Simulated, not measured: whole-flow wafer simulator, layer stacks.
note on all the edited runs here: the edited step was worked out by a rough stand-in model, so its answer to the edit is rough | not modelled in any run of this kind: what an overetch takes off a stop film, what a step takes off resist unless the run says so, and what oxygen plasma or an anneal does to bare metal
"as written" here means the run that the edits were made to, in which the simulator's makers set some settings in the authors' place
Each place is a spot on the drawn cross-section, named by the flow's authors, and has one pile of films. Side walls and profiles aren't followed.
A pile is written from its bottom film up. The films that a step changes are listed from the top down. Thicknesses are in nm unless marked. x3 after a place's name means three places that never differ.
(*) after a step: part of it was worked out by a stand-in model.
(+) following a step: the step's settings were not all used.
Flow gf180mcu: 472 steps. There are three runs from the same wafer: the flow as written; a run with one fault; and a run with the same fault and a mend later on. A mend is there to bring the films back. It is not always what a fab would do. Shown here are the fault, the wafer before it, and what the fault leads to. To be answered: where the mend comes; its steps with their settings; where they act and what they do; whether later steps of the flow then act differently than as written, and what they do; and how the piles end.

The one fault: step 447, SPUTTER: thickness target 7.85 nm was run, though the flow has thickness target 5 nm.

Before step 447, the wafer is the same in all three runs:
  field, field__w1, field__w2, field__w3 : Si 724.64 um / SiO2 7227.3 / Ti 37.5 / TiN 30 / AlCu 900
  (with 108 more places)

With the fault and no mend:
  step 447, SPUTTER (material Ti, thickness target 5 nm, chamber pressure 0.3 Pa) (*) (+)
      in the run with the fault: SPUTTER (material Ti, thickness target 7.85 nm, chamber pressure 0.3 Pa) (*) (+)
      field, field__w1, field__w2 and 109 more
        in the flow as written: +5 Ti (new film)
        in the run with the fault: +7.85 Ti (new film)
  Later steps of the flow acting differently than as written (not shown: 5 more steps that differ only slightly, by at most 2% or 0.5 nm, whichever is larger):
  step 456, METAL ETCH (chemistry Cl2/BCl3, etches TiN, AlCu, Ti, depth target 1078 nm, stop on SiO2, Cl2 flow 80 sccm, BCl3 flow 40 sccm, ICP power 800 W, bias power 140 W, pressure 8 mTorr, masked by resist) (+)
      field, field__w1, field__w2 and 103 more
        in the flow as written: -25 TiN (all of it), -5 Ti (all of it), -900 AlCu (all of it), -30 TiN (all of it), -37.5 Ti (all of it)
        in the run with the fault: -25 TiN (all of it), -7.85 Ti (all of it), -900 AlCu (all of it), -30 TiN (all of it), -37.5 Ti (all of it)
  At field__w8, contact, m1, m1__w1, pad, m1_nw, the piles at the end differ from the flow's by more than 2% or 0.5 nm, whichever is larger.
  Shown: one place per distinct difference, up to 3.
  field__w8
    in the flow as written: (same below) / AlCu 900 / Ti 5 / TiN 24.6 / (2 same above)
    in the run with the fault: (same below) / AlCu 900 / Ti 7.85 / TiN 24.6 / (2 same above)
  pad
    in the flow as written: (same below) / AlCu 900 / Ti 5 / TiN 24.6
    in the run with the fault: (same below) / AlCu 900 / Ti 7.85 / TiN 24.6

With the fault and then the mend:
  The mend follows step 447.
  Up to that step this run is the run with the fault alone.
  step 447a, METAL ETCH (chemistry Cl2/BCl3, etches TiN, AlCu, Ti, depth target 2.85 nm, Cl2 flow 80 sccm, BCl3 flow 40 sccm, ICP power 800 W, bias power 140 W, pressure 8 mTorr) (a further turn of the flow's step 260, with different settings)
      field, field__w1, field__w2 and 109 more
        -2.85 Ti
  Later steps of the flow that are run all act as written at every place that is followed.
  At every place that both follow, the piles at the end match the flow's.
